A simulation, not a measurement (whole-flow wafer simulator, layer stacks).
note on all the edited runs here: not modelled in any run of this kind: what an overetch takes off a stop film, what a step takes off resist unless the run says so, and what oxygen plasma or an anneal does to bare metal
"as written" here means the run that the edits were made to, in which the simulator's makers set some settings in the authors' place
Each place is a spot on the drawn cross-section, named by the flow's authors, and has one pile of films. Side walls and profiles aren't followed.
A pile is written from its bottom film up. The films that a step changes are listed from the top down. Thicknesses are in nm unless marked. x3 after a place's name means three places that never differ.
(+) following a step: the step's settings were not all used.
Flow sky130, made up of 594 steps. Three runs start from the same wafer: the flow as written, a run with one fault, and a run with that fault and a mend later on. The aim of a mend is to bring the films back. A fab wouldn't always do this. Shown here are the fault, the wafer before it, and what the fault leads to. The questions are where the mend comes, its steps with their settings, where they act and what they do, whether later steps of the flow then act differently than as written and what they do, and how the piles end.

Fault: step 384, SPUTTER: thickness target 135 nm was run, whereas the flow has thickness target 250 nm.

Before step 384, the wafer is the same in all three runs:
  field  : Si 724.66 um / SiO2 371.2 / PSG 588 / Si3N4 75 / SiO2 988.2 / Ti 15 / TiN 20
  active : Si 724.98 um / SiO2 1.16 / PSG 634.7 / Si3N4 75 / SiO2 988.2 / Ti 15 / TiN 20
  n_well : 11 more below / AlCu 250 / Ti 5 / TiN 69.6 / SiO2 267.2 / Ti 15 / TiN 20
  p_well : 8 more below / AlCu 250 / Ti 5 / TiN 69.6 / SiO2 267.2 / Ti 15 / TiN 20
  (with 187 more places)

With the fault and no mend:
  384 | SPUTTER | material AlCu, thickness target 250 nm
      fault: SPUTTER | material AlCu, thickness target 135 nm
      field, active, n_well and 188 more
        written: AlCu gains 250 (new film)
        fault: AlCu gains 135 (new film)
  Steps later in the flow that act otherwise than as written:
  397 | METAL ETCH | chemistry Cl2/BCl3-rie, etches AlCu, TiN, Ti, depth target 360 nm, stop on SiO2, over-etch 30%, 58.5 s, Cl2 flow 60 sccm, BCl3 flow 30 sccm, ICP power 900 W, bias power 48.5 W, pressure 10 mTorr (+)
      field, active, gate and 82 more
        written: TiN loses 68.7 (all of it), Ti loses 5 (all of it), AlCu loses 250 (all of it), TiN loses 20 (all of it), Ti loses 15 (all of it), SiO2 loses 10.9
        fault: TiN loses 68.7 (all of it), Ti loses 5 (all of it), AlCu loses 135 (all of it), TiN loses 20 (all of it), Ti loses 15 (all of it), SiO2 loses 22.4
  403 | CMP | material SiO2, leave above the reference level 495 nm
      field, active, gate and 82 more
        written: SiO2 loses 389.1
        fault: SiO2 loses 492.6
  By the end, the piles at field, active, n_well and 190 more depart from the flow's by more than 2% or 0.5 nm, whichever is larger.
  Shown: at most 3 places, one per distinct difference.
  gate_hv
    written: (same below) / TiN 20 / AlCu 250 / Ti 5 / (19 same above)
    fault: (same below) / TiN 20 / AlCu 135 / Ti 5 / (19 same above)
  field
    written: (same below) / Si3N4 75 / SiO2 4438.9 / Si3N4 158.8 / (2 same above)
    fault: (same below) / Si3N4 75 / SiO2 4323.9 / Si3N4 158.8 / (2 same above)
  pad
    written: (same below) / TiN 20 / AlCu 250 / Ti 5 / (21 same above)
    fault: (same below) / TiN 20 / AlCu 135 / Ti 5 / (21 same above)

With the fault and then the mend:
  The mend follows step 384.
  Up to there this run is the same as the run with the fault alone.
  384a | SPUTTER | material AlCu, thickness target 115 nm (the flow's step 384 again, with other settings)
      field, active, n_well and 188 more
        AlCu gains 115
  Later steps of the flow that are run all act as written at every place that is followed.
  At every place that both follow, the piles at the end match the flow's.
